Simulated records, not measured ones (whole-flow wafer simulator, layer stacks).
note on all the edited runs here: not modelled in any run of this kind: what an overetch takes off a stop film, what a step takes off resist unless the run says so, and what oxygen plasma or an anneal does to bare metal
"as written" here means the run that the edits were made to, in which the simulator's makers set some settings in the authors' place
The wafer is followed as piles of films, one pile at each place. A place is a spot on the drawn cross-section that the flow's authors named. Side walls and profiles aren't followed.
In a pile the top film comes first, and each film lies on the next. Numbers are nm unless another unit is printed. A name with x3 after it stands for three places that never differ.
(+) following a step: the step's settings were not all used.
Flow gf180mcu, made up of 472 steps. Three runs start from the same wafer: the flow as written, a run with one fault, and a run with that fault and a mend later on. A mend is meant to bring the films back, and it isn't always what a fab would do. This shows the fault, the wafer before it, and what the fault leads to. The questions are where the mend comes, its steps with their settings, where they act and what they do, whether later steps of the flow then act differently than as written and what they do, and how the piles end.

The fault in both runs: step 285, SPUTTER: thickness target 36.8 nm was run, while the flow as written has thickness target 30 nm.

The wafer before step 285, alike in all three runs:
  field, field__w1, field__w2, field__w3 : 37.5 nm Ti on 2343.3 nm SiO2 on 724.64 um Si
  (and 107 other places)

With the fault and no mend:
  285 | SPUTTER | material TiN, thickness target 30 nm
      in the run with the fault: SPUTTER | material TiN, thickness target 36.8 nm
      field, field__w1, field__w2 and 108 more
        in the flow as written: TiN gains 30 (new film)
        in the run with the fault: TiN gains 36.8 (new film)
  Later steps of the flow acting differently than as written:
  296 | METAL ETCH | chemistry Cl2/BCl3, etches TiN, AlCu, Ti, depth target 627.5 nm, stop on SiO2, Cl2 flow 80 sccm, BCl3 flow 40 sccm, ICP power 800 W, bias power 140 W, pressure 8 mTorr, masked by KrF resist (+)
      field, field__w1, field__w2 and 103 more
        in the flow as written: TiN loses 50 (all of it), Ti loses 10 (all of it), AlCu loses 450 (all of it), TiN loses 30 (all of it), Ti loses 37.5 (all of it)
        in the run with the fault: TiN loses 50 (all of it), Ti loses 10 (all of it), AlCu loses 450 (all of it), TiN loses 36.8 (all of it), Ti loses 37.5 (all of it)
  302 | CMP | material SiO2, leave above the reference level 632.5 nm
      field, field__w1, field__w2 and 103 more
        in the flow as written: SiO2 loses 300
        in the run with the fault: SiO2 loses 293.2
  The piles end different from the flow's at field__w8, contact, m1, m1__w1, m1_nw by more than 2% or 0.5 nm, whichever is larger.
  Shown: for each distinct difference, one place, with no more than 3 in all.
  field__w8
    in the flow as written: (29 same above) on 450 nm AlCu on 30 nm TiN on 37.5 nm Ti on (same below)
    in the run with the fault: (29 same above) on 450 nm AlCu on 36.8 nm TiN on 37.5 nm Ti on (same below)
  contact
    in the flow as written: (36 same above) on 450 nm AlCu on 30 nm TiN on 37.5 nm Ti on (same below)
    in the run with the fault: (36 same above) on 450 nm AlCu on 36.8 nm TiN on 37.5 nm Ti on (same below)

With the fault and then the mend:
  After step 285 comes the mend.
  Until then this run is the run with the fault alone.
  285a | METAL ETCH | chemistry Cl2/BCl3, etches TiN, AlCu, Ti, depth target 6.8 nm, Cl2 flow 80 sccm, BCl3 flow 40 sccm, ICP power 800 W, bias power 140 W, pressure 8 mTorr (the flow's step 260, run once more with other settings)
      field, field__w1, field__w2 and 108 more
        TiN loses 6.8
  None of the later steps of the flow acts differently than as written at any place that is followed.
  At every place that both follow, the piles at the end match the flow's.
